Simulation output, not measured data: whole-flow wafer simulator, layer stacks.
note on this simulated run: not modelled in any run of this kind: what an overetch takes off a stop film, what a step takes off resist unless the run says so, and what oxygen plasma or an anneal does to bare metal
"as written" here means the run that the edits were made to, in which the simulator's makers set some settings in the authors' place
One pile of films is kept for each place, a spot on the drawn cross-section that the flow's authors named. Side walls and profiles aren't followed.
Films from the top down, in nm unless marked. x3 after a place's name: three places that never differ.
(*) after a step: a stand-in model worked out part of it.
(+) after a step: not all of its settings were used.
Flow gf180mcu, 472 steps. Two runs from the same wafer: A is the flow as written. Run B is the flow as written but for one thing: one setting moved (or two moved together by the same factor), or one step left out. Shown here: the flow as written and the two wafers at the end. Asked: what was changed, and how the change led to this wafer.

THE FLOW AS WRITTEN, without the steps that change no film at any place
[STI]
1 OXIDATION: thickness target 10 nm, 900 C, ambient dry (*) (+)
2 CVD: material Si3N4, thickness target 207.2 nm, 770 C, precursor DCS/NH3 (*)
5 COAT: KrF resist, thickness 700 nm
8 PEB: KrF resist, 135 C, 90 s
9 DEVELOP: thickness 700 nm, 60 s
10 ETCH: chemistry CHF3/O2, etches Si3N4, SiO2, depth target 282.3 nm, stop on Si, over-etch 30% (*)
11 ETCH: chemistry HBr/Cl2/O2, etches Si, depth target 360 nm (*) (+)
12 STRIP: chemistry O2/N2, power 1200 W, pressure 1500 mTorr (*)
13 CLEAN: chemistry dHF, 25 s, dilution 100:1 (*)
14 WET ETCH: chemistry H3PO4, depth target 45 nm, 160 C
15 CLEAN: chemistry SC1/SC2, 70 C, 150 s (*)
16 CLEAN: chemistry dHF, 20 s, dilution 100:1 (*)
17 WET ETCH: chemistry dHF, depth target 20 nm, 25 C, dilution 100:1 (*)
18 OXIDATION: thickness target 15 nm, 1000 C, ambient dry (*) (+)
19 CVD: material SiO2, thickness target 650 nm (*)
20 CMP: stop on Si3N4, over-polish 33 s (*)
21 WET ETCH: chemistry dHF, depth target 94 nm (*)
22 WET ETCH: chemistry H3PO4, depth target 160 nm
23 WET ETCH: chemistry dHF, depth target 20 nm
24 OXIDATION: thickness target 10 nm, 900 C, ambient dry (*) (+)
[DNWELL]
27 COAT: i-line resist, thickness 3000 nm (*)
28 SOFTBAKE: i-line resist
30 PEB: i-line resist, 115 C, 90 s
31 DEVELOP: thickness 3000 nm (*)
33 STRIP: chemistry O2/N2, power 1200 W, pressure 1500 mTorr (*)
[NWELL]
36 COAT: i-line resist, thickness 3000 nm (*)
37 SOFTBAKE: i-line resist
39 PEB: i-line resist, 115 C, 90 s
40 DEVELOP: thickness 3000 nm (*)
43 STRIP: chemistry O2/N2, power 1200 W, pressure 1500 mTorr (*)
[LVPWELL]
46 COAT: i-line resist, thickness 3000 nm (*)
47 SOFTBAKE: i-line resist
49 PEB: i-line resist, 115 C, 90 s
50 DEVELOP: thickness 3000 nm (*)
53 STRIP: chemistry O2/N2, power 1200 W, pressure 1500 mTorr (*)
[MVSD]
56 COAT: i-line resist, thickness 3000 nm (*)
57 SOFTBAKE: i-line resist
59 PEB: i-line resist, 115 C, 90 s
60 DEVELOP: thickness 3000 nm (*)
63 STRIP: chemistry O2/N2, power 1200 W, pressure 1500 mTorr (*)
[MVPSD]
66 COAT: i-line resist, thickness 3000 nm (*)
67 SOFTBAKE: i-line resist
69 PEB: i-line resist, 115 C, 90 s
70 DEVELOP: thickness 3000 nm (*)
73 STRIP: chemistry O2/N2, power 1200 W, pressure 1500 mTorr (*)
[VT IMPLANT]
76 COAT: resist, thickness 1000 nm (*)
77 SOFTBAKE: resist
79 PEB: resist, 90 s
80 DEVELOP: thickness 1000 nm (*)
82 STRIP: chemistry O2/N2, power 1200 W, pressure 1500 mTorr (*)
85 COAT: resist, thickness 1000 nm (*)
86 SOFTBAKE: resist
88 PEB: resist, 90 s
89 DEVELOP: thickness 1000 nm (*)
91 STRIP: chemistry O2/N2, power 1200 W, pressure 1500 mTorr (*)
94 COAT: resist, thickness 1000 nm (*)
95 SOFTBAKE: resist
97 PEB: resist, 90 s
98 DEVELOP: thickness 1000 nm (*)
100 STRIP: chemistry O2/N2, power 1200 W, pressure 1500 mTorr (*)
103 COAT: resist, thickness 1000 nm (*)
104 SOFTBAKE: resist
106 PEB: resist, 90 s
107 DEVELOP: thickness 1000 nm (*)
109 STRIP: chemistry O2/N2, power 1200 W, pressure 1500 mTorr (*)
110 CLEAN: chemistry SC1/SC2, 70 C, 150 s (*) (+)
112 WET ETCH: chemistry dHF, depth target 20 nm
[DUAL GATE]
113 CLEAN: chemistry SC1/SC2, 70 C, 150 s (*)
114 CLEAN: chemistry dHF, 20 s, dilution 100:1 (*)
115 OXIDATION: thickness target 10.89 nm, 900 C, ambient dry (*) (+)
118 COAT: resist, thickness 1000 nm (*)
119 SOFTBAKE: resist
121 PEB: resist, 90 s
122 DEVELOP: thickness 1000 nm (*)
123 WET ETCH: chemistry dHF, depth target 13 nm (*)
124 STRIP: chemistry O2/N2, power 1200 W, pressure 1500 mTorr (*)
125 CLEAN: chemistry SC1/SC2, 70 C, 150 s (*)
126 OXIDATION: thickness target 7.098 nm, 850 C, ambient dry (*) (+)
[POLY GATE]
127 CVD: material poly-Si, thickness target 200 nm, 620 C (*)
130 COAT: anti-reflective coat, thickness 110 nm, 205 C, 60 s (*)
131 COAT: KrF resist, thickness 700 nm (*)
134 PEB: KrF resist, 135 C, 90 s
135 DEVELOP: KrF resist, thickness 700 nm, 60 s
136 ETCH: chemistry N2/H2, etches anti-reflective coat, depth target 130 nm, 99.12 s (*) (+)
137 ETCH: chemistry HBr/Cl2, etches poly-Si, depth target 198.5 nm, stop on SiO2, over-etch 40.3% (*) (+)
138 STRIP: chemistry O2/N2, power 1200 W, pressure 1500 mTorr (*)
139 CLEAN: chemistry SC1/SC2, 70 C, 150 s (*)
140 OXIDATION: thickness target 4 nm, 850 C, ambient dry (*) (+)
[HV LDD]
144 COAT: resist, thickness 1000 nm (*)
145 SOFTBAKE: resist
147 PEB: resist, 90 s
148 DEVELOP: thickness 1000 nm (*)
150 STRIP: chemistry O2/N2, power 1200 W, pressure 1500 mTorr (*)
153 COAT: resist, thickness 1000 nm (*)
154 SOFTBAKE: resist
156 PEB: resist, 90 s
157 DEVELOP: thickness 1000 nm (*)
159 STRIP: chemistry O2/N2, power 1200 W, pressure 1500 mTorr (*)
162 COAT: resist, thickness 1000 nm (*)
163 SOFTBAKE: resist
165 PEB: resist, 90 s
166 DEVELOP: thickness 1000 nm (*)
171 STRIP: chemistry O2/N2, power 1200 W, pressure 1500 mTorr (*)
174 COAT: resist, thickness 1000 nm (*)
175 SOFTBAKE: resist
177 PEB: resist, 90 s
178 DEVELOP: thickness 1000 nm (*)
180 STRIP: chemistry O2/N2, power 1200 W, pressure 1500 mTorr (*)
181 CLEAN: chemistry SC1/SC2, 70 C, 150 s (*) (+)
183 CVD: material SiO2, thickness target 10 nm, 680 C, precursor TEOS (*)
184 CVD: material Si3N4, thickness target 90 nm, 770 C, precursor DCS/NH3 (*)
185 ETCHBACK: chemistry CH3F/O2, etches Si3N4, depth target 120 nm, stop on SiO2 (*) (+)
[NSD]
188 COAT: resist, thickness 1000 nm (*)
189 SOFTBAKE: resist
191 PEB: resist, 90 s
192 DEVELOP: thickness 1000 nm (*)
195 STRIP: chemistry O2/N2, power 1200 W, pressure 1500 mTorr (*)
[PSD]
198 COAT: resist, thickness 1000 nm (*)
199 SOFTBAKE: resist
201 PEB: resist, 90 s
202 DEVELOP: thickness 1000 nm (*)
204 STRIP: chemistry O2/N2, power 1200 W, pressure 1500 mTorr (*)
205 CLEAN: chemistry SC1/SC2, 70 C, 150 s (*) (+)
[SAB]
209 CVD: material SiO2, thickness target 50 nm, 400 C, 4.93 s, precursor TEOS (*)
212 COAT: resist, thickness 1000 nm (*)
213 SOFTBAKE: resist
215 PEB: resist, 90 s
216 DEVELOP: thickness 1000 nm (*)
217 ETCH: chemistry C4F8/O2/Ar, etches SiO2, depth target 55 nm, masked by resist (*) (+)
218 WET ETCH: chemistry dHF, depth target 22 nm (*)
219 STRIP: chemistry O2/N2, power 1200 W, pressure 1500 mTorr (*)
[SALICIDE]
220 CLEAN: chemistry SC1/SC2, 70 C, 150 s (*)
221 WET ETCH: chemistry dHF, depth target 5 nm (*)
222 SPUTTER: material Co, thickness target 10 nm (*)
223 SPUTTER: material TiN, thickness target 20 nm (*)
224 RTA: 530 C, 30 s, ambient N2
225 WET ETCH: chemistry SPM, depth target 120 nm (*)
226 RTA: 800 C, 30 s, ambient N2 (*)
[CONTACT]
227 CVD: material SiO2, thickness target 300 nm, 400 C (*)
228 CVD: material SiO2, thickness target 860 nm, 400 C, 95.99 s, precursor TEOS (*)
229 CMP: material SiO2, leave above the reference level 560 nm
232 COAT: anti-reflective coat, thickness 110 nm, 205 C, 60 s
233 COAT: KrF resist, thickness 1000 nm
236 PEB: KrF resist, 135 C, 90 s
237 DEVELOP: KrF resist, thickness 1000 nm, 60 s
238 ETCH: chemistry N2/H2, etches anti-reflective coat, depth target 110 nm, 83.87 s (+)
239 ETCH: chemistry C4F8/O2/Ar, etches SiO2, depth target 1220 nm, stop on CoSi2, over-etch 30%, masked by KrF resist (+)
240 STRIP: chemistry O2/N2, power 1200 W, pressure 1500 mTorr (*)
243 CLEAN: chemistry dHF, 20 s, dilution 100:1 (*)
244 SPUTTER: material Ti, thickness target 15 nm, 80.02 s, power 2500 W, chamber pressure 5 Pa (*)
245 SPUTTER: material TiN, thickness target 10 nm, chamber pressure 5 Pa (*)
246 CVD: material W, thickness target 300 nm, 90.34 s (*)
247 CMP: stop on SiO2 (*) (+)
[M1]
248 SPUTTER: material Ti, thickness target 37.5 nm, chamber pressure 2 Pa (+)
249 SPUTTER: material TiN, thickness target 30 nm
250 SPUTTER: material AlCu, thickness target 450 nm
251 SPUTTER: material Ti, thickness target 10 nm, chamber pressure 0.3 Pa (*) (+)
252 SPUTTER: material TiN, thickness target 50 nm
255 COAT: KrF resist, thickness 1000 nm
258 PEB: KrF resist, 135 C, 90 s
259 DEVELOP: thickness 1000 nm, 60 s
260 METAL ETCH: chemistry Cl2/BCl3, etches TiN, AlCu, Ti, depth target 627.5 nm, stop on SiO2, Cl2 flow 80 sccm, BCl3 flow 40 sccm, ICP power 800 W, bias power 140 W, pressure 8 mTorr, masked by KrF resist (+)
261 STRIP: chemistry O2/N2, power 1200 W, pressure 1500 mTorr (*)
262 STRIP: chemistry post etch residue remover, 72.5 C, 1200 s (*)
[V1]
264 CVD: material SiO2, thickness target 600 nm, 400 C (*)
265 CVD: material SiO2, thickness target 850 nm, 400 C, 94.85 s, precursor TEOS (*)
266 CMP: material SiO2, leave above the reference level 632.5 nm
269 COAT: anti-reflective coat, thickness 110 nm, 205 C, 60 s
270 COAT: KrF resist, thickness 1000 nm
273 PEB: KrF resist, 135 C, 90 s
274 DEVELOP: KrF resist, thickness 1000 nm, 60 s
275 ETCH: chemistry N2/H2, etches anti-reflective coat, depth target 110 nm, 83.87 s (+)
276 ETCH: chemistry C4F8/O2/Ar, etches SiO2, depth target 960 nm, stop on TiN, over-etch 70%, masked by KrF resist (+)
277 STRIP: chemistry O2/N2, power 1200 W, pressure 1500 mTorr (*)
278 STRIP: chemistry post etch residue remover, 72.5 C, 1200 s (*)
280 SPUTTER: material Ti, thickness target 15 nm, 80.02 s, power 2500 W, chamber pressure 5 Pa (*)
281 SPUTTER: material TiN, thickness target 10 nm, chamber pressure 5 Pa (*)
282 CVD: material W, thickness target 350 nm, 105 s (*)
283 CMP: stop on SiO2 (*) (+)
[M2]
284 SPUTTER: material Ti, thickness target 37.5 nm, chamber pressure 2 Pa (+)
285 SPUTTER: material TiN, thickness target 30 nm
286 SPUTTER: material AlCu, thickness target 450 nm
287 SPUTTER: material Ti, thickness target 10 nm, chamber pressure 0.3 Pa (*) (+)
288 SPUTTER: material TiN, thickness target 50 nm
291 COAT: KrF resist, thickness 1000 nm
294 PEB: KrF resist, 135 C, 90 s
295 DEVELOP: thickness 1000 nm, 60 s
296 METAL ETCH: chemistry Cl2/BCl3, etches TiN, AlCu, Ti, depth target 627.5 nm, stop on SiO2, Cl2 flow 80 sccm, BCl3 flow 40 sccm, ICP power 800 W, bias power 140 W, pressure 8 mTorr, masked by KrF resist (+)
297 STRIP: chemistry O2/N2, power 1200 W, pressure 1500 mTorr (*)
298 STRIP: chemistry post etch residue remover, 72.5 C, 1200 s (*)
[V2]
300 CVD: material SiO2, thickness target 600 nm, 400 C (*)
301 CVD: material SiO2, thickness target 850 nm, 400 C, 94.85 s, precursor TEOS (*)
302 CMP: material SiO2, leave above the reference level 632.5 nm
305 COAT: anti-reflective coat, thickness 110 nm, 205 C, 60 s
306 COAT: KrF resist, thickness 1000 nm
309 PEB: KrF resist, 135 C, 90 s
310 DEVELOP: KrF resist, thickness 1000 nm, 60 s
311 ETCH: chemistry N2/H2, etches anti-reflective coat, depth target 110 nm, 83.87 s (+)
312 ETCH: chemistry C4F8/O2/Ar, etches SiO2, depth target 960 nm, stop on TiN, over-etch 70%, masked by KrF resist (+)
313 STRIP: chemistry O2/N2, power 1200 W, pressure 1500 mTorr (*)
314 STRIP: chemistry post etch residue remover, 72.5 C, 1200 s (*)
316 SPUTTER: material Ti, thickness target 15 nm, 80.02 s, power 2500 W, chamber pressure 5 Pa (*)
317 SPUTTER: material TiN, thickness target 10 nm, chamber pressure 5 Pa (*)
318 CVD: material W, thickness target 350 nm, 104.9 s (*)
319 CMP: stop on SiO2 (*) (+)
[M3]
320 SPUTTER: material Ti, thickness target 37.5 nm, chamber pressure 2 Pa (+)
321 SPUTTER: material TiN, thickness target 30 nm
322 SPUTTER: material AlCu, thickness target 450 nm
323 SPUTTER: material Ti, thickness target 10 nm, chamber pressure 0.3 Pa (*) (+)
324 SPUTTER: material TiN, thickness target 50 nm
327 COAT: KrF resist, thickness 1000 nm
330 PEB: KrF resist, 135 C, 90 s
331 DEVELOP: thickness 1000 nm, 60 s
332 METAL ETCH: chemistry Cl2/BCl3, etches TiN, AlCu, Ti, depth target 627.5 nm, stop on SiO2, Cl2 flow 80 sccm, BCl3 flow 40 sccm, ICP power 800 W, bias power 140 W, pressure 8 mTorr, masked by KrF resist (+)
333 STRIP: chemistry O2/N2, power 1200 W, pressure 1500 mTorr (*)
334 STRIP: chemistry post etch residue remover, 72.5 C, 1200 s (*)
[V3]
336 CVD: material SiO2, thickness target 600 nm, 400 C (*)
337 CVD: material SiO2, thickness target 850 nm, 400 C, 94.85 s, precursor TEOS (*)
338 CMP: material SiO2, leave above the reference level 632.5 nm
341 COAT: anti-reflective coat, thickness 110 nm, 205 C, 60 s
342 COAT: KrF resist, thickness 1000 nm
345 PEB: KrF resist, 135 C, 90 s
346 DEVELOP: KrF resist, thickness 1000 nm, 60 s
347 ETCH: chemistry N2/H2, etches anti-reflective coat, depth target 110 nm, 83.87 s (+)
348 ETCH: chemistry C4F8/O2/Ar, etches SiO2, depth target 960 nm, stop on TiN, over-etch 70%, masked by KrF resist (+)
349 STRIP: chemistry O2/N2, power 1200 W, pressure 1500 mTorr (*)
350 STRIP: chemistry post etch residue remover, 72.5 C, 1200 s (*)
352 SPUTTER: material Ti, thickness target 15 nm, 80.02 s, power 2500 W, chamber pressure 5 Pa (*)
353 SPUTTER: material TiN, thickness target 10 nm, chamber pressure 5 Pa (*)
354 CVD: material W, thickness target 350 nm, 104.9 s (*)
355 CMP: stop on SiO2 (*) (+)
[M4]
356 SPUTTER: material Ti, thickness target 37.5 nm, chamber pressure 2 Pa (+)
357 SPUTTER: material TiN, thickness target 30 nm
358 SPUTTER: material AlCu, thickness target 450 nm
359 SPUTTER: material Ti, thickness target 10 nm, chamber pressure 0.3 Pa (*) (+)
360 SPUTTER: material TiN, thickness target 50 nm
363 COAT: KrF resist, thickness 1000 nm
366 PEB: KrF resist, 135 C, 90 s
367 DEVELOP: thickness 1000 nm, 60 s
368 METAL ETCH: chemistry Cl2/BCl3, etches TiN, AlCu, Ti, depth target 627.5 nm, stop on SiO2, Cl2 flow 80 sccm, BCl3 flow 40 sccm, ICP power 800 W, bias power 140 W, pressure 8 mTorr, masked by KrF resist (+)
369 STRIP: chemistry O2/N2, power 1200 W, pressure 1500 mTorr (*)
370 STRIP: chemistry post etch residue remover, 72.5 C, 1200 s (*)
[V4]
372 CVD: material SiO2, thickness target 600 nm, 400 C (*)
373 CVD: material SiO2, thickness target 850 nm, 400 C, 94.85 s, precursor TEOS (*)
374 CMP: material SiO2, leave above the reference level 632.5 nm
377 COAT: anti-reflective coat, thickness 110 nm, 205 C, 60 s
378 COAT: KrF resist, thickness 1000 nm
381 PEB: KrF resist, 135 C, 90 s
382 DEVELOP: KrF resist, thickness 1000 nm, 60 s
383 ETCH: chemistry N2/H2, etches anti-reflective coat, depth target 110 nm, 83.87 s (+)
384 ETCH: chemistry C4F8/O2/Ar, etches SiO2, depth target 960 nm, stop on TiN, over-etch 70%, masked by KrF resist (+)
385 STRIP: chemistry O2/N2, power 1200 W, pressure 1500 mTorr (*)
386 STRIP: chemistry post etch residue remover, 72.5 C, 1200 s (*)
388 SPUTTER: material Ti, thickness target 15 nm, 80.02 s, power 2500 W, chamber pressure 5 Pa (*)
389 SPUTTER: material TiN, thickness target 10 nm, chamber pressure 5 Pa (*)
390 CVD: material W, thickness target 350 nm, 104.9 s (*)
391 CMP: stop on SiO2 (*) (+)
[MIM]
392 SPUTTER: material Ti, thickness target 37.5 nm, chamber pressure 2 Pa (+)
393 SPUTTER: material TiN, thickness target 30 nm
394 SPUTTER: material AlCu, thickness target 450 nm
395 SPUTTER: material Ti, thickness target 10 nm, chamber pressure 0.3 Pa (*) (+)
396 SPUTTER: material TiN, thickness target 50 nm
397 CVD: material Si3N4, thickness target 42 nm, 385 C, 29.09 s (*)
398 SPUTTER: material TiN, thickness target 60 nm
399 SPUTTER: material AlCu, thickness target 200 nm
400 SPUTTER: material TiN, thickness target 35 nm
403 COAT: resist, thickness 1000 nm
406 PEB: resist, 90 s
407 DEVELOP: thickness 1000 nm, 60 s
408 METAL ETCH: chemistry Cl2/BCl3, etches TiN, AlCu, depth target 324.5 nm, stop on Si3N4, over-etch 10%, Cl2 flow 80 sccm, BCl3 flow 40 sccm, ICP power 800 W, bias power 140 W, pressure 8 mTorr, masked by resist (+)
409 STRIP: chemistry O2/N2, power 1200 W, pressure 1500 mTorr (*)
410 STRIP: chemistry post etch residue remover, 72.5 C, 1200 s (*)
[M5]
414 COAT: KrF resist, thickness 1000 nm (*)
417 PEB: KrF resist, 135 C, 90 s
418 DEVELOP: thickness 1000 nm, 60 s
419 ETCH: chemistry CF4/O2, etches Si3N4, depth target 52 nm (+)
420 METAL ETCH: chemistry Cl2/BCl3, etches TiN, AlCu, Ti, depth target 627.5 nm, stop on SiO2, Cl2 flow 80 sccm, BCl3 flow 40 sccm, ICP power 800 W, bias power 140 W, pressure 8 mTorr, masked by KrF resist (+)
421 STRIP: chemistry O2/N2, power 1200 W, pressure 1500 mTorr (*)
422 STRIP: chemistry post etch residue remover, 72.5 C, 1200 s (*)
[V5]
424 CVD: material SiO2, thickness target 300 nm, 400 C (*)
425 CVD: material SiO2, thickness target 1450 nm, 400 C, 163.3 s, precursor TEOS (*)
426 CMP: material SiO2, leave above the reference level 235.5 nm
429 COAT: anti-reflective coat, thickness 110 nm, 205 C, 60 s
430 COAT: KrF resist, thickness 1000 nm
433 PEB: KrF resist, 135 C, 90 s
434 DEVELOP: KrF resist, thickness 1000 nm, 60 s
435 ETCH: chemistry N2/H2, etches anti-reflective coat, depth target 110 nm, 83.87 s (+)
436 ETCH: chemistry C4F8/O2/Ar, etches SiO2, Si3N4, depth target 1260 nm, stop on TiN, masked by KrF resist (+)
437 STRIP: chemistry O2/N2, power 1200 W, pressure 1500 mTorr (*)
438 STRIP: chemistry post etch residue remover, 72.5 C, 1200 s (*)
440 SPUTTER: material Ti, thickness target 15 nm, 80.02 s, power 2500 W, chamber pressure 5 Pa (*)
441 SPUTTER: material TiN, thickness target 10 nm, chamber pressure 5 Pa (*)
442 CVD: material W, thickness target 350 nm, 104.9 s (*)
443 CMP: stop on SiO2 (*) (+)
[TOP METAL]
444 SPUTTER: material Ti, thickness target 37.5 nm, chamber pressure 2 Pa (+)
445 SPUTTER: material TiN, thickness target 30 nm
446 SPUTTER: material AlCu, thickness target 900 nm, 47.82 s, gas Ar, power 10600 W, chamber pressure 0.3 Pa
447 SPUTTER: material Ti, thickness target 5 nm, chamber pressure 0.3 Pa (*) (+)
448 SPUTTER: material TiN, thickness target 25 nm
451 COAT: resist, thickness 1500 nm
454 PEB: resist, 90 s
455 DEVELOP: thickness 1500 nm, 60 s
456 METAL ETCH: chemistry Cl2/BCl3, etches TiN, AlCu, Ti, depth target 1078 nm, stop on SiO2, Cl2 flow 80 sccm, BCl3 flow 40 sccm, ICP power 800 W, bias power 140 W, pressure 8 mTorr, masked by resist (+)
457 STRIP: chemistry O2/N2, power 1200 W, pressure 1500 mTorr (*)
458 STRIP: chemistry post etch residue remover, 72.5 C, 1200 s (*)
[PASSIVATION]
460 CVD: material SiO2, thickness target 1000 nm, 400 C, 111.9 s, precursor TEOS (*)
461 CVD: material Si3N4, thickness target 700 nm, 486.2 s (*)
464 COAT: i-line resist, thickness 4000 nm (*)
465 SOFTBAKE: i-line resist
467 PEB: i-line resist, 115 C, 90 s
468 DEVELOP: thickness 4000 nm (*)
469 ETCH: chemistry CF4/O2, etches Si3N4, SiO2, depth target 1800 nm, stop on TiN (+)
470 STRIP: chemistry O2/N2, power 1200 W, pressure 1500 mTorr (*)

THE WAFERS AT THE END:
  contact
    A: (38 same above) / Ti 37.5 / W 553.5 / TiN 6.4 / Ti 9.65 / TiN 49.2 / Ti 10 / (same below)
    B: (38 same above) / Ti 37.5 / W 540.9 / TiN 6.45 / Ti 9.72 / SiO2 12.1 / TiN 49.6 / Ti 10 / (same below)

The cause: step 276, ETCH: depth target 560 nm was run, where the flow has depth target 960 nm.

How the change led to this, step by step:
  276 ETCH: chemistry C4F8/O2/Ar, etches SiO2, depth target 960 nm, stop on TiN, over-etch 70%, masked by KrF resist (+)
      contact: A SiO2 -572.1 (all of it) | B SiO2 -560
      field, field__w1, field__w2 and 107 more: A KrF resist -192 | B KrF resist -112
  277 STRIP: chemistry O2/N2, power 1200 W, pressure 1500 mTorr (*)
      field, field__w1, field__w2 and 107 more: A KrF resist -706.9 (all of it), anti-reflective coat -110 (all of it) | B KrF resist -786.9 (all of it), anti-reflective coat -110 (all of it)
Counting metal films that touch as one body, contact has 2 bodies (between them, from the top down: SiO2 12.1); the flow as written gives 1 body.
